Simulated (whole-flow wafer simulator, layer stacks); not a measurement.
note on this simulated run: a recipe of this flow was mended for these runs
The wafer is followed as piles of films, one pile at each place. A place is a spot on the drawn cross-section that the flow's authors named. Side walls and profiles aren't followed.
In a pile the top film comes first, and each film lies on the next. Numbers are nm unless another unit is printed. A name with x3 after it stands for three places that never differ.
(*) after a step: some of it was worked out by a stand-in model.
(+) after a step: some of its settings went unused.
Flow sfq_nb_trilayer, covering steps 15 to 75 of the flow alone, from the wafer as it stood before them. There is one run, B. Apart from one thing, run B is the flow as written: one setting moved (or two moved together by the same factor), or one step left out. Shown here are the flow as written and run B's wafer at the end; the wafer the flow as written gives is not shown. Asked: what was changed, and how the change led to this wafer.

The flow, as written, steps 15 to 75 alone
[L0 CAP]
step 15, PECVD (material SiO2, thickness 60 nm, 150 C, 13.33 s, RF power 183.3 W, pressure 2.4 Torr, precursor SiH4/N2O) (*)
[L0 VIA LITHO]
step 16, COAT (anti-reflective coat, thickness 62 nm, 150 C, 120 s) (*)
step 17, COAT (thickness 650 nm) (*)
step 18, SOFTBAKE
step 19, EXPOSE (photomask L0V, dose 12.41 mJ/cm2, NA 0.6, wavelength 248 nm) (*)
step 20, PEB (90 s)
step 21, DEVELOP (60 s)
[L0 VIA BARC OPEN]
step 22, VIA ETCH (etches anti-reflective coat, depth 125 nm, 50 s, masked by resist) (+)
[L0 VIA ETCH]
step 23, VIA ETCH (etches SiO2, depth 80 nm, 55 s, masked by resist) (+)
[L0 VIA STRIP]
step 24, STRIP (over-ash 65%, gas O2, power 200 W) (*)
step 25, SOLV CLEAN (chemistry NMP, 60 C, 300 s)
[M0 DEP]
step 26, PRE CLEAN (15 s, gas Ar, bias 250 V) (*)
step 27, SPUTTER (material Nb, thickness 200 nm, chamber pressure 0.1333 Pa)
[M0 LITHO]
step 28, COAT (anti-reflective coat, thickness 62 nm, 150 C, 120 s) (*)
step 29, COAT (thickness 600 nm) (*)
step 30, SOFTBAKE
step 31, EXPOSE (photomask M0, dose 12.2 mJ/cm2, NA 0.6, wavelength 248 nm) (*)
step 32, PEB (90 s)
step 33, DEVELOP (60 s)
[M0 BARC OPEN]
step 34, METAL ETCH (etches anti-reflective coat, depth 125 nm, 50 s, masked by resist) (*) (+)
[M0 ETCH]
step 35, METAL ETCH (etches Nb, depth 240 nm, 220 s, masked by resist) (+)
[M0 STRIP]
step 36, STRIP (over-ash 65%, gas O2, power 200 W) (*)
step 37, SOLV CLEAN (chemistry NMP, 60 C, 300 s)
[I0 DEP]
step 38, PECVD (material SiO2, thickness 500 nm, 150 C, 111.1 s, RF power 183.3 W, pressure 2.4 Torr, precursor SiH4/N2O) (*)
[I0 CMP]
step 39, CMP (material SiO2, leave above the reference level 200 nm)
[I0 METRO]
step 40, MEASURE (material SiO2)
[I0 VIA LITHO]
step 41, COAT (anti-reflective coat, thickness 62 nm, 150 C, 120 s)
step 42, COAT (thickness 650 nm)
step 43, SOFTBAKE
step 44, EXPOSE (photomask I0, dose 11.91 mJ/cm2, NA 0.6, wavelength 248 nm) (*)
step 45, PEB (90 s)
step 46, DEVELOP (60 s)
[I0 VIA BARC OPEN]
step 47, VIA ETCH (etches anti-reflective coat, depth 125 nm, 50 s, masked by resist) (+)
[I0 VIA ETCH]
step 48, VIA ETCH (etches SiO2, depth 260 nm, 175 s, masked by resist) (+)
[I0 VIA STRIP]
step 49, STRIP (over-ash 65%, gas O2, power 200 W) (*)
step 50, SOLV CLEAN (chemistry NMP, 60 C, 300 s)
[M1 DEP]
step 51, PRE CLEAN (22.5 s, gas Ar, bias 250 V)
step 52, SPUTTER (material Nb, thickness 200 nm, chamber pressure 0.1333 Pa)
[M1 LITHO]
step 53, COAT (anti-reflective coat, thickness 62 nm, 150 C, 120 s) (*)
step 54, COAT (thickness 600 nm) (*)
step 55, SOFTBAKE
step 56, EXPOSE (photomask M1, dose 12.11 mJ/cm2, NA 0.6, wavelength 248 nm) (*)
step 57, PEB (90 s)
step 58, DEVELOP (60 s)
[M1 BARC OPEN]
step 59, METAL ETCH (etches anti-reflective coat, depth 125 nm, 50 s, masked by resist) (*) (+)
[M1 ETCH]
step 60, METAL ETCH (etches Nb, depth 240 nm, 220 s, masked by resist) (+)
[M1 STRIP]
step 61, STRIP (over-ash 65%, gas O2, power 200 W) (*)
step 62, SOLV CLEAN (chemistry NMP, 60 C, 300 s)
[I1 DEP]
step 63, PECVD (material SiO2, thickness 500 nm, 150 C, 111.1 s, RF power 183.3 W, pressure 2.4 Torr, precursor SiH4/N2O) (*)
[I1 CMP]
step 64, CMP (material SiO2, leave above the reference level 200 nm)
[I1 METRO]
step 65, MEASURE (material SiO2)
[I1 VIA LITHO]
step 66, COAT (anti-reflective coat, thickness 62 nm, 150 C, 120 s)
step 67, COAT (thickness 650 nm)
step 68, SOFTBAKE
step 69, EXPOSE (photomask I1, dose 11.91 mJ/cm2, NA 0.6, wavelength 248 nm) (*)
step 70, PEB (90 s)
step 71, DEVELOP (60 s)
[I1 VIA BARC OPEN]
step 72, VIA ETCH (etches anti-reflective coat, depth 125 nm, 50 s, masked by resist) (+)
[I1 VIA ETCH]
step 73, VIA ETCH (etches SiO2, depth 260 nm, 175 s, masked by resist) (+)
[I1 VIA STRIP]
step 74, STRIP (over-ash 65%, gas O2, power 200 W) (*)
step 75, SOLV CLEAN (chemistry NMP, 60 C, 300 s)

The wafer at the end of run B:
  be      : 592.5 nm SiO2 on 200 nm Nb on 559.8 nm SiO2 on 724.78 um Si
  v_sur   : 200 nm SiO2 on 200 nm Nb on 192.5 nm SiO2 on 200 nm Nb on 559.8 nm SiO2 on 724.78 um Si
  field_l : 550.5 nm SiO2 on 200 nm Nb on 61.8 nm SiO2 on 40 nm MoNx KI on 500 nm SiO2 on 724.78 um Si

The reason: step 15, PECVD: pressure 0.96 Torr was run, though the flow has pressure 2.4 Torr.

Step by step, how the change led to this:
  step 15, PECVD (material SiO2, thickness 60 nm, 150 C, 13.33 s, RF power 183.3 W, pressure 2.4 Torr, precursor SiH4/N2O) (*)
      v_sur, via_wl, via_w and 97 more: +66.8 SiO2 (it would be, as written: +60 SiO2)
      field_l, l0_sur, l0v, l0r_line_l, l0r_line_c, l0r_line_r: +66.8 SiO2 (new film) (it would be, as written: +60 SiO2 (new film))
  step 23, VIA ETCH (etches SiO2, depth 80 nm, 55 s, masked by resist) (+)
      l0v: -66.5 SiO2 (all of it), -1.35 MoNx KI (it would be, as written: -59.7 SiO2 (all of it), -2.03 MoNx KI)
  step 28, COAT (anti-reflective coat, thickness 62 nm, 150 C, 120 s) (*)
      l0_sur: +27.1 anti-reflective coat (new film) (it would be, as written: +29.3 anti-reflective coat (new film))
      l0v: +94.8 anti-reflective coat (new film) (it would be, as written: +92.5 anti-reflective coat (new film))
  step 36, STRIP (over-ash 65%, gas O2, power 200 W) (*)
      l0_sur: -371 KrF-resist-other-grade (all of it), -27.1 anti-reflective coat (all of it) (it would be, as written: -370 KrF-resist-other-grade (all of it), -29.3 anti-reflective coat (all of it))
      l0v: -377.6 KrF-resist-other-grade (all of it), -94.8 anti-reflective coat (all of it) (it would be, as written: -374.1 KrF-resist-other-grade (all of it), -92.5 anti-reflective coat (all of it))
  step 39, CMP (material SiO2, leave above the reference level 200 nm)
      l0v: -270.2 SiO2 (it would be, as written: -277.4 SiO2)
